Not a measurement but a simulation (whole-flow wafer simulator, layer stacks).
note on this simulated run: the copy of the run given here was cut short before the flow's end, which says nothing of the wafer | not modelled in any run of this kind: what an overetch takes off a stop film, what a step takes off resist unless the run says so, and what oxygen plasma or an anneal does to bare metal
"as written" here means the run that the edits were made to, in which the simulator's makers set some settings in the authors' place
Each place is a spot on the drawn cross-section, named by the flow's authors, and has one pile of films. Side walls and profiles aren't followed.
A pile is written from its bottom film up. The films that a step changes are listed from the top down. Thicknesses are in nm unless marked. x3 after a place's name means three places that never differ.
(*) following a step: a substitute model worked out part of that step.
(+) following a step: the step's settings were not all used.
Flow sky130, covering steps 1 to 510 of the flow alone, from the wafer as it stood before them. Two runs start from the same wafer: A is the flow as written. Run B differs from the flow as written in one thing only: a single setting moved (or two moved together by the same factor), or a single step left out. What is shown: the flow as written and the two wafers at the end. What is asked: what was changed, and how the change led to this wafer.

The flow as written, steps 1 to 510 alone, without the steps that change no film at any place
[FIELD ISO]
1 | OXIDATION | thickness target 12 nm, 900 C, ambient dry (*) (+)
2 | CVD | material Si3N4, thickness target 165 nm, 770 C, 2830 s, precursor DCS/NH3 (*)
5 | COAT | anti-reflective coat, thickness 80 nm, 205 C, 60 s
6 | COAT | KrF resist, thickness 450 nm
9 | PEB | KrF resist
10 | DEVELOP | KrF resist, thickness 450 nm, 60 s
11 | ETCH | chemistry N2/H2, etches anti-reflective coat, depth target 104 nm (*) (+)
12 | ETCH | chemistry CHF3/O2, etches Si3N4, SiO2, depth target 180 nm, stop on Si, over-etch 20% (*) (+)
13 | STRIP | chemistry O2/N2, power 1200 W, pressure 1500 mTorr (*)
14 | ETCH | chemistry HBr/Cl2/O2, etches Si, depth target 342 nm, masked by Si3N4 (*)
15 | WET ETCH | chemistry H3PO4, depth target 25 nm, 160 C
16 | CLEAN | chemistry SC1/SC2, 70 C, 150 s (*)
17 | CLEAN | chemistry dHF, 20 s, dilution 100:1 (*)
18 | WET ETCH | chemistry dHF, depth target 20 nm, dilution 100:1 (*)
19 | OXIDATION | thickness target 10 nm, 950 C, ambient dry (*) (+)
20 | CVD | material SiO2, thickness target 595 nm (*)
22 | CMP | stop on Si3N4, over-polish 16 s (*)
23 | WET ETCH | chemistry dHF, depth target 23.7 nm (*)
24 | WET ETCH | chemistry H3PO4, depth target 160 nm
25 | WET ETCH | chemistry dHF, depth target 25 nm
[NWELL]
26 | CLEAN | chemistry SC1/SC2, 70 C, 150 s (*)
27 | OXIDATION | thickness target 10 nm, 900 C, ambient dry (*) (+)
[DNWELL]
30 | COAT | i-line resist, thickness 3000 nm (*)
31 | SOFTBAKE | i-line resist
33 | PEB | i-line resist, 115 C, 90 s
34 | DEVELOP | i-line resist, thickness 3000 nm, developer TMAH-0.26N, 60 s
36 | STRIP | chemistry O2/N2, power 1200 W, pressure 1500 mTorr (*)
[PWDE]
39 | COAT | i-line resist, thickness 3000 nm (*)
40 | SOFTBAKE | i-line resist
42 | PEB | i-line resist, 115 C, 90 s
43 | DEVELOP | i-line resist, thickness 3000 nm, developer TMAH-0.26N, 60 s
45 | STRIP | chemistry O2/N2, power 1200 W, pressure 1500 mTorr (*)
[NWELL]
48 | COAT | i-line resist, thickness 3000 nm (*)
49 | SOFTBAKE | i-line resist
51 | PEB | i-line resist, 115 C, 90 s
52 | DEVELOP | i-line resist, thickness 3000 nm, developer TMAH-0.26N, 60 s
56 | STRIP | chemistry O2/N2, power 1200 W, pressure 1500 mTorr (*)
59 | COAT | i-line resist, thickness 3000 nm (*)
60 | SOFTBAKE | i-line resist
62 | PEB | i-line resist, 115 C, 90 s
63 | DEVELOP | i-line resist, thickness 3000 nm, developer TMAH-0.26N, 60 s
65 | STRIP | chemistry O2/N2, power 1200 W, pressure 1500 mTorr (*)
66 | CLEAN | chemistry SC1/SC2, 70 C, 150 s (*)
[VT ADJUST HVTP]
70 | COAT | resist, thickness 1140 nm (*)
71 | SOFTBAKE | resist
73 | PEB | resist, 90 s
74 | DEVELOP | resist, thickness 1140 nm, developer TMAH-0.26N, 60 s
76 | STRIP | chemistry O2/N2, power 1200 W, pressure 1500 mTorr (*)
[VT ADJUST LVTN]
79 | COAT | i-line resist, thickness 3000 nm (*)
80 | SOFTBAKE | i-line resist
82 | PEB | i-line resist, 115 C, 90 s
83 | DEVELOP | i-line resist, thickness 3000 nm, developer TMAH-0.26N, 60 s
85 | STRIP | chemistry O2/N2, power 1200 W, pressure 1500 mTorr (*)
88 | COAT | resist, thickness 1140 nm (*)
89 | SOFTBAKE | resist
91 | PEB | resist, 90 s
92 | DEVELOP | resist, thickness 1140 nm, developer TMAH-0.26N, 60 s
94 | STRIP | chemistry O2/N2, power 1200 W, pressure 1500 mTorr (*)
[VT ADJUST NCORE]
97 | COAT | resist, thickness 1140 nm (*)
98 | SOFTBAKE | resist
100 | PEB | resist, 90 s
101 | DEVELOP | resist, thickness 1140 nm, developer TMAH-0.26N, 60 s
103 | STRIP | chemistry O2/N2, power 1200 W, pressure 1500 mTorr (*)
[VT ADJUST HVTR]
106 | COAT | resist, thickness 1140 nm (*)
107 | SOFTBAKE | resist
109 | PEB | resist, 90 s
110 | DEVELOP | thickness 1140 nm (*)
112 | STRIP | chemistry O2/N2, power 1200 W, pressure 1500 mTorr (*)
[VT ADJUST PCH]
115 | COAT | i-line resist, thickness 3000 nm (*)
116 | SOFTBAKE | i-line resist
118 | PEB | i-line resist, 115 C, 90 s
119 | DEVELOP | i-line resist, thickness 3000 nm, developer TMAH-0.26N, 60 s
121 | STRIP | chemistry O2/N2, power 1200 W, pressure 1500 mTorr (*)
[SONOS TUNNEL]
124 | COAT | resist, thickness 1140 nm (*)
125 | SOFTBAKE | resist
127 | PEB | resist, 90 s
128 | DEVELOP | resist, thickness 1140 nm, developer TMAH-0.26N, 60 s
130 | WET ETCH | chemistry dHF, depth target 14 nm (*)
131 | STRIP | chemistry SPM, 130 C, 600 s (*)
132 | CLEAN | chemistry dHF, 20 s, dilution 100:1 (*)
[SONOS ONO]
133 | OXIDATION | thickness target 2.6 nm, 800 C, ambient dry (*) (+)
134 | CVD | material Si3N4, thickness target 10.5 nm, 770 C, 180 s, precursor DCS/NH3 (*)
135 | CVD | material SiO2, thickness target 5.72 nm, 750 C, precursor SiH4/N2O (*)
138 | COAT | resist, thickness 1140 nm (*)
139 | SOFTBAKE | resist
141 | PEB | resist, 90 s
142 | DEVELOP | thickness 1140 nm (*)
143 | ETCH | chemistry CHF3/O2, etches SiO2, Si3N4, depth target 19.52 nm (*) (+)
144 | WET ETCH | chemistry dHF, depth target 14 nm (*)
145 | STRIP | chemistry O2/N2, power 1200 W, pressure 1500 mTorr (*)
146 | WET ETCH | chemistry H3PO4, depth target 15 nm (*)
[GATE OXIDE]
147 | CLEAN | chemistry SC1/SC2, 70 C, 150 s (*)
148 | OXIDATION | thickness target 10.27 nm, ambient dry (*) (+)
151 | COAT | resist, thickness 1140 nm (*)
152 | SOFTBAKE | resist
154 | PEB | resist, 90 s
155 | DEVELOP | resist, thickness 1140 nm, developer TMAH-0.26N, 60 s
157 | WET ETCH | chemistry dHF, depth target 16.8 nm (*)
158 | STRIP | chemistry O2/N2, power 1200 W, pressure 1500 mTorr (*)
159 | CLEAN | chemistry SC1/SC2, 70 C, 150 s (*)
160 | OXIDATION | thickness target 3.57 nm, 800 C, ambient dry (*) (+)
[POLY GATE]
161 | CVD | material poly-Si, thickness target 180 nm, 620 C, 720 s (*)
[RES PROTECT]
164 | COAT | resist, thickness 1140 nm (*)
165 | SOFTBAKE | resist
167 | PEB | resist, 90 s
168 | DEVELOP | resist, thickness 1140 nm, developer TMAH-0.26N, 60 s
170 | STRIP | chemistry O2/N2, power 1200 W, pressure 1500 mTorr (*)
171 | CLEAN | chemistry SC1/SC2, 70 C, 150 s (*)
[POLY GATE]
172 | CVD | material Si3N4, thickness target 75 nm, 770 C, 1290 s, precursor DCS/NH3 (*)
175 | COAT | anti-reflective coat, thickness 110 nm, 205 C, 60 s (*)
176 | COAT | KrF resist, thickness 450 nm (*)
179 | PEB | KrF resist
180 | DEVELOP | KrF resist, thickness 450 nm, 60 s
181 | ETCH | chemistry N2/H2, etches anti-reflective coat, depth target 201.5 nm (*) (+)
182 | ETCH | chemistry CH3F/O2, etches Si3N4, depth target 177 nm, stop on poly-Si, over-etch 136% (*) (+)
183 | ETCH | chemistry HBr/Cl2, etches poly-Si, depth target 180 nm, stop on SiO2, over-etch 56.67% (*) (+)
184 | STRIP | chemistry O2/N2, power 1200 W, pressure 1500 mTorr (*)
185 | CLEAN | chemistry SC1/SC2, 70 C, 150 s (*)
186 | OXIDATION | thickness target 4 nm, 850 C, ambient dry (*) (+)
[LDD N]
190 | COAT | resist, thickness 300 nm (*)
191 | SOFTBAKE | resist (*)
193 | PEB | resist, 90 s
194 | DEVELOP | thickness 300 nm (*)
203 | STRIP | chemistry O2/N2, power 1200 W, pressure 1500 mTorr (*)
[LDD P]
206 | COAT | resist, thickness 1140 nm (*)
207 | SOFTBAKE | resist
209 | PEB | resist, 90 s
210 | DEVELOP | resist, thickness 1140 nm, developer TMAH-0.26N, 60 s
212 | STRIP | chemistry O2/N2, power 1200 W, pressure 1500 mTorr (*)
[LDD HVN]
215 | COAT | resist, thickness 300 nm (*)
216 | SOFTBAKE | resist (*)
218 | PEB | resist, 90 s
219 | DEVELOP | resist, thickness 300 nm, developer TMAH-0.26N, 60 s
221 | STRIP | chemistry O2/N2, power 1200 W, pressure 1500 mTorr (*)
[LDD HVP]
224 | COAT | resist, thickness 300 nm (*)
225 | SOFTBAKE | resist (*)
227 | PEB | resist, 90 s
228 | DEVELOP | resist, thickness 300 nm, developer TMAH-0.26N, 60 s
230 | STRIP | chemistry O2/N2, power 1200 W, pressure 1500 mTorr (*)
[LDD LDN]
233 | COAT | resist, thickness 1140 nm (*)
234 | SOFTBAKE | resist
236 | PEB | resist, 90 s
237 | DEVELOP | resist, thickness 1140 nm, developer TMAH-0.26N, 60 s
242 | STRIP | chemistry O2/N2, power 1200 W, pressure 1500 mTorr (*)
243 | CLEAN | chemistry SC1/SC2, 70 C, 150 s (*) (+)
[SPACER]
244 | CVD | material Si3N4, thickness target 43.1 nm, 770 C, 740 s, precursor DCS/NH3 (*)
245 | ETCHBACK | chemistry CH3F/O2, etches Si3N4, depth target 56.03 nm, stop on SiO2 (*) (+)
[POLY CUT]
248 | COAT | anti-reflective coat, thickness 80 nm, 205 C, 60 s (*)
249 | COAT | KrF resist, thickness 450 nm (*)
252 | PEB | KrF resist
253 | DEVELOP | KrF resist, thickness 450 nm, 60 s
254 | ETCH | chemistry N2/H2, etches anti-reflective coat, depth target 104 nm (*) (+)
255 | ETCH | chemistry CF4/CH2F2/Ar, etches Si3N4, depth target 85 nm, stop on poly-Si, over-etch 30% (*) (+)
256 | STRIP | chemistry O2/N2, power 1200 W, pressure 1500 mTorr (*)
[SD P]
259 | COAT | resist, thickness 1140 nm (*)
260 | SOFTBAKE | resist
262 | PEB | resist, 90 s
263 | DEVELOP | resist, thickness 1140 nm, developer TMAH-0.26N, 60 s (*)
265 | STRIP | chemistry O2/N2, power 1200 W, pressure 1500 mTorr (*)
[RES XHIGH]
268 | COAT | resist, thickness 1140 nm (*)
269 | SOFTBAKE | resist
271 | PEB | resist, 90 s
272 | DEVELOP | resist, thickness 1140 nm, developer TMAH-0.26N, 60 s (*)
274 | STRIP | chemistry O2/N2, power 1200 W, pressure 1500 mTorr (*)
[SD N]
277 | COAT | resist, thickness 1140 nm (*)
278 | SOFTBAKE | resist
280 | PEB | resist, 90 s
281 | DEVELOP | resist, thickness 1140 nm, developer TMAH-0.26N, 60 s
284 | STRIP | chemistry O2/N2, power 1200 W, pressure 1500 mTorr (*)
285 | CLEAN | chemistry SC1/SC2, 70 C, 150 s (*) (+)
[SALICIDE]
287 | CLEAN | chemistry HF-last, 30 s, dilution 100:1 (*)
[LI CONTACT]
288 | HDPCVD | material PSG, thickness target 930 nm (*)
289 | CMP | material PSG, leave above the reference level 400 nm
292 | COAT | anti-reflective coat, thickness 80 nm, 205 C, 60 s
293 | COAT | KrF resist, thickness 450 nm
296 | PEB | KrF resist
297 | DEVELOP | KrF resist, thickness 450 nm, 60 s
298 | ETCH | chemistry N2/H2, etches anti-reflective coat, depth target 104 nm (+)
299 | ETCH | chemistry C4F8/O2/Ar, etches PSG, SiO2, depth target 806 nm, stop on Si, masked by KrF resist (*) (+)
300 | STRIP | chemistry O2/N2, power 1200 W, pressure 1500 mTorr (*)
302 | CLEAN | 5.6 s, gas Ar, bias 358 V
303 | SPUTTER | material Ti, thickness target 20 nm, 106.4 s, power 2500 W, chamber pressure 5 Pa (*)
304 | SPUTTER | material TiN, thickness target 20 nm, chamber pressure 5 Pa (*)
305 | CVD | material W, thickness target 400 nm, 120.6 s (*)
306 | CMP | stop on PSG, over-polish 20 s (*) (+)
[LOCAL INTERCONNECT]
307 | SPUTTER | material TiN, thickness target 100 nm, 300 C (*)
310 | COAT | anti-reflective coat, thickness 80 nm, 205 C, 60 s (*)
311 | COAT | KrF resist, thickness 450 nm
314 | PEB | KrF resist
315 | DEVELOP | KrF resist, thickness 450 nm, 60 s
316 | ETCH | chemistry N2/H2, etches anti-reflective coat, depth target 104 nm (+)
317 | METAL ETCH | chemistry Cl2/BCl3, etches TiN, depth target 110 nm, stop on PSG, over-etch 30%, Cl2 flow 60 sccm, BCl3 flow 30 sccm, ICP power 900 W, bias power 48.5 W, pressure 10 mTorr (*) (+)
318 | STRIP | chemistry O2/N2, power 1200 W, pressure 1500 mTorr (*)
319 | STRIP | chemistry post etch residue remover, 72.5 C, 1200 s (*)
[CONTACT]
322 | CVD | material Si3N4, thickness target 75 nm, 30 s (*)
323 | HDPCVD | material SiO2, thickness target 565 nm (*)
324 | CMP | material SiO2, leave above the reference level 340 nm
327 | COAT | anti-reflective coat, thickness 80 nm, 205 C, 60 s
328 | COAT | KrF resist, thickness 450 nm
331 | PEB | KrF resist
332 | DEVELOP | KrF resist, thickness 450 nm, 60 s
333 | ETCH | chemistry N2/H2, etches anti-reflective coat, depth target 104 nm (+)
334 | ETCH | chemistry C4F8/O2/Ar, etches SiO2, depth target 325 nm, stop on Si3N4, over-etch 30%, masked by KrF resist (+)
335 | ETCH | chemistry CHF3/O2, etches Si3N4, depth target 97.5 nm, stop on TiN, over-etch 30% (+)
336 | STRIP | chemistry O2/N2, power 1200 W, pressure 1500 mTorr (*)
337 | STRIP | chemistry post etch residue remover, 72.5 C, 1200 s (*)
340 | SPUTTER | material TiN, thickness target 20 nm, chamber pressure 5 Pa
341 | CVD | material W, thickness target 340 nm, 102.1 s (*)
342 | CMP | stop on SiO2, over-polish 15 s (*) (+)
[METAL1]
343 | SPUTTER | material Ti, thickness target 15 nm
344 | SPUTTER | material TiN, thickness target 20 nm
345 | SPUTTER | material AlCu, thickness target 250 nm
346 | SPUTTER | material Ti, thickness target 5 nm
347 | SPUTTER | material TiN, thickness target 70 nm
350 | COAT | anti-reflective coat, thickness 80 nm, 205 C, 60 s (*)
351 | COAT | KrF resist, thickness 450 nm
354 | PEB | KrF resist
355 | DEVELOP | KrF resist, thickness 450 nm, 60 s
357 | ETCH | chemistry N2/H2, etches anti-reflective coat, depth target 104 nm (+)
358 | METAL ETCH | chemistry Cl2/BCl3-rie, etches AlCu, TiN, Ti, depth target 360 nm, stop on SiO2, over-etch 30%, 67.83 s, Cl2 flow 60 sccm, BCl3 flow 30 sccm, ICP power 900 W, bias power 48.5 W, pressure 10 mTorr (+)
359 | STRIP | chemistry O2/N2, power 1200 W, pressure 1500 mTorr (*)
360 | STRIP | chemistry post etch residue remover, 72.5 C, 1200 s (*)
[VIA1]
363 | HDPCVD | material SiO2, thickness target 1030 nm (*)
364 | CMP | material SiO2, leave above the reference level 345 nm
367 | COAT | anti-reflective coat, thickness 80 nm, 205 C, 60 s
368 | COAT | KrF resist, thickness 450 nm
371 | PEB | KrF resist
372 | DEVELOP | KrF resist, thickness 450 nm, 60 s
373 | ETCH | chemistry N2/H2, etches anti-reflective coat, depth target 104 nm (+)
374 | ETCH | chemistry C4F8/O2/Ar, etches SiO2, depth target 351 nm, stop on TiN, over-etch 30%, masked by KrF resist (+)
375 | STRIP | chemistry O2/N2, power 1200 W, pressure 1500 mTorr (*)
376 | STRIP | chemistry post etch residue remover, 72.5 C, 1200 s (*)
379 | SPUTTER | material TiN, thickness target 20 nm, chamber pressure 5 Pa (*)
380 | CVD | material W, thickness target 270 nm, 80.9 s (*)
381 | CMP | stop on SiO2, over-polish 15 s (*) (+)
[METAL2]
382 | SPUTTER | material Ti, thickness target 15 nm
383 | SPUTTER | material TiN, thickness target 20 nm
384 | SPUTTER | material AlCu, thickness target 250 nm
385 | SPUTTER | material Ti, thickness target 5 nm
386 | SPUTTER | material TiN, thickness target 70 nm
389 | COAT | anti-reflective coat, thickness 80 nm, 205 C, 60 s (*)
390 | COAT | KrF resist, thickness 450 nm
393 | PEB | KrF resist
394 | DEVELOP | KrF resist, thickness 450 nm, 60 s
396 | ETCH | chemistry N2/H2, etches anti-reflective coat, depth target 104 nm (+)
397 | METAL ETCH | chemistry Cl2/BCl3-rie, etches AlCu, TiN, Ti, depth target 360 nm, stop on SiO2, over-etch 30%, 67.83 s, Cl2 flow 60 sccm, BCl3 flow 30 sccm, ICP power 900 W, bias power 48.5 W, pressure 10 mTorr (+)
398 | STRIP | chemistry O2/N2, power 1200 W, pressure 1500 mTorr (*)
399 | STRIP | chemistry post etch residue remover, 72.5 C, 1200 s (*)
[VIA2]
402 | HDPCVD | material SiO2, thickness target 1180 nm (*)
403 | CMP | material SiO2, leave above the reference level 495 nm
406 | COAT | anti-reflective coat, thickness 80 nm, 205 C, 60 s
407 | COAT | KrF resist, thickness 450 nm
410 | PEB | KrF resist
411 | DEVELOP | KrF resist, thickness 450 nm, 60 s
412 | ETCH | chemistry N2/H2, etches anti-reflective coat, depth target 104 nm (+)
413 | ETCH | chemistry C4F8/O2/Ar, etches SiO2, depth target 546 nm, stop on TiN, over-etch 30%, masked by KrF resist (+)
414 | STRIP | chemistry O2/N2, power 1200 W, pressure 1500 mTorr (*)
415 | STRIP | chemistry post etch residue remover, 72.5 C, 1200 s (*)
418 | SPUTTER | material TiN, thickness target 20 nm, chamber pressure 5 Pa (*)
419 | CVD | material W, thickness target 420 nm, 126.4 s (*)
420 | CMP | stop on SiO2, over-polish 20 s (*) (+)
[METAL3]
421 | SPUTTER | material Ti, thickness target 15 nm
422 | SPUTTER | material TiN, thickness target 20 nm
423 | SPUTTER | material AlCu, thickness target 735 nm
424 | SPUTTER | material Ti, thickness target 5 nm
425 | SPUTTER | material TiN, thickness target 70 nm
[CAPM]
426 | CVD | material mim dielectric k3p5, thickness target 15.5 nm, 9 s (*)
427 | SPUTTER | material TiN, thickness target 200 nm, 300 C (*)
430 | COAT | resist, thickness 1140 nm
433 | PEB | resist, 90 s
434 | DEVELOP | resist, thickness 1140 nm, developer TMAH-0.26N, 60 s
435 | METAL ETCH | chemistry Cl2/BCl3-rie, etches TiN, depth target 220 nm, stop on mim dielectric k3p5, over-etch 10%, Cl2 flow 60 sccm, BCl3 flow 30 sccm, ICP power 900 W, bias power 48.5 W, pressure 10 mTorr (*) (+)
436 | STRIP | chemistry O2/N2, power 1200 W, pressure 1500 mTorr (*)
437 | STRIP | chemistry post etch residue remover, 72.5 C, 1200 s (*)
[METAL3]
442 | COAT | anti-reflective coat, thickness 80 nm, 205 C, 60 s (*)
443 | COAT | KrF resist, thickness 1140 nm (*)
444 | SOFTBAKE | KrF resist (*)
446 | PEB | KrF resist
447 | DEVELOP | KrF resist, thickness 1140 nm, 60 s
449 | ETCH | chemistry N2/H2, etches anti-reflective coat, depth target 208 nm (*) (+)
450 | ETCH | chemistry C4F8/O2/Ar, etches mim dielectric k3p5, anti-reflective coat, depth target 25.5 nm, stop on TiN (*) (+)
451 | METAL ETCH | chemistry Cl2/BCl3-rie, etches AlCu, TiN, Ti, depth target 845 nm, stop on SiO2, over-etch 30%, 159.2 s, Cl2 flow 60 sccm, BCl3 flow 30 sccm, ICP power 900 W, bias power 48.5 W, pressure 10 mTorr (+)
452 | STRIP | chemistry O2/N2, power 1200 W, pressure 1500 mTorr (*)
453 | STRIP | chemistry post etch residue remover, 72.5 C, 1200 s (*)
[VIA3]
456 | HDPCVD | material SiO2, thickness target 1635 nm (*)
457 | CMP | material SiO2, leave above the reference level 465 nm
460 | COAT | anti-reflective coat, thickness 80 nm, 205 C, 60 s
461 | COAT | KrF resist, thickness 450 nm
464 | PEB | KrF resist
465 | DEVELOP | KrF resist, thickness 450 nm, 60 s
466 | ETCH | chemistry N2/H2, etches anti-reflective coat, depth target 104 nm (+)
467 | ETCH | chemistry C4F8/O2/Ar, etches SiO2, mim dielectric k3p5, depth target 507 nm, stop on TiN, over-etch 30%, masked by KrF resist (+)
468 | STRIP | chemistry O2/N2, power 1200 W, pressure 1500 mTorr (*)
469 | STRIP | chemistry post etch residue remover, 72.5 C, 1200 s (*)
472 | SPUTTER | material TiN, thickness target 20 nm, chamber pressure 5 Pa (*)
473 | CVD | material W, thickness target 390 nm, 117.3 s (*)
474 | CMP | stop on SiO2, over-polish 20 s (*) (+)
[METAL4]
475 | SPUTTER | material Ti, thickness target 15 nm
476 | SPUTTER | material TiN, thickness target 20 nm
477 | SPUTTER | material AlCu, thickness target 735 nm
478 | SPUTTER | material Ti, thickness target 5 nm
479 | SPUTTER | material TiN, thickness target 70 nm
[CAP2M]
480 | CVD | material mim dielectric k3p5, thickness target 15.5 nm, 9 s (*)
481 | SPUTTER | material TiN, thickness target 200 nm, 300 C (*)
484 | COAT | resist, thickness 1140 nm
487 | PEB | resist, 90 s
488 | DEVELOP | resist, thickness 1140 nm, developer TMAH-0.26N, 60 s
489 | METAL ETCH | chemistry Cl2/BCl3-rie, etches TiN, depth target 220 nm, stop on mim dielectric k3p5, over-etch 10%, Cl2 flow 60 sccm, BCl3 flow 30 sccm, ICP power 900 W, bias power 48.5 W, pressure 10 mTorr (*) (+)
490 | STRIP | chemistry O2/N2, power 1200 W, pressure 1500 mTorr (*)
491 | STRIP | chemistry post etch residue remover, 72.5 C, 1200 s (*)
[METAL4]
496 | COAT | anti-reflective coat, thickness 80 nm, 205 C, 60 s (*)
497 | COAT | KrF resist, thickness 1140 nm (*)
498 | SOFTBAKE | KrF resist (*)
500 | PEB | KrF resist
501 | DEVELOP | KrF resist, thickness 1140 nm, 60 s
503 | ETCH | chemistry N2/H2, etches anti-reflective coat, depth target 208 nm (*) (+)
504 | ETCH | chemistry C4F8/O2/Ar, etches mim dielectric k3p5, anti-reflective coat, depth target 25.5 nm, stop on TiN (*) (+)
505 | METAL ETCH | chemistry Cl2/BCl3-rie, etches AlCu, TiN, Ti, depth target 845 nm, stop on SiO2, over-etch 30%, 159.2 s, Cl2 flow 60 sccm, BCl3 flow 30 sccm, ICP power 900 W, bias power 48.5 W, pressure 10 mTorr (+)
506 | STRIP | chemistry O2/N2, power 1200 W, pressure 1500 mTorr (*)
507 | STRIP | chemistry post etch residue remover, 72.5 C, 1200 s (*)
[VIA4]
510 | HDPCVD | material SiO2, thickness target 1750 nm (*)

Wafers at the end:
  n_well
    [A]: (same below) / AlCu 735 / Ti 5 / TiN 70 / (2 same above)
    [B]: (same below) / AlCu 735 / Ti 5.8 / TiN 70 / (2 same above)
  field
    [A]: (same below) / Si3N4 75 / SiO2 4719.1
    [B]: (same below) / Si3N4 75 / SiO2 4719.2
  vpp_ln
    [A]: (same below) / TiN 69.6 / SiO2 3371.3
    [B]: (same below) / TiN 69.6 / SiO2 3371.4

The reason: step 478, SPUTTER: thickness target 5.8 nm was run, though the flow has thickness target 5 nm.
The wafer lets one read it off: n_well has Ti 5.8, and step 478 as written asks for 5 nm.

How this came from the change, step by step:
  478 | SPUTTER | material Ti, thickness target 5 nm
      field, active, n_well and 189 more: A Ti gains 5 (new film) | B Ti gains 5.8 (new film)
  505 | METAL ETCH | chemistry Cl2/BCl3-rie, etches AlCu, TiN, Ti, depth target 845 nm, stop on SiO2, over-etch 30%, 159.2 s, Cl2 flow 60 sccm, BCl3 flow 30 sccm, ICP power 900 W, bias power 48.5 W, pressure 10 mTorr (+)
      field, active, gate and 70 more: A TiN loses 70 (all of it), Ti loses 5 (all of it), AlCu loses 735 (all of it), TiN loses 20 (all of it), Ti loses 15 (all of it), SiO2 loses 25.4 | B TiN loses 70 (all of it), Ti loses 5.8 (all of it), AlCu loses 735 (all of it), TiN loses 20 (all of it), Ti loses 15 (all of it), SiO2 loses 25.3
      vpp_iso1, mim_edge_plate, m1_ln and 12 more: A TiN loses 70 (all of it), Ti loses 5 (all of it), AlCu loses 735 (all of it), TiN loses 20 (all of it), Ti loses 15 (all of it), SiO2 loses 25.3 | B TiN loses 70 (all of it), Ti loses 5.8 (all of it), AlCu loses 735 (all of it), TiN loses 20 (all of it), Ti loses 15 (all of it), SiO2 loses 25.3
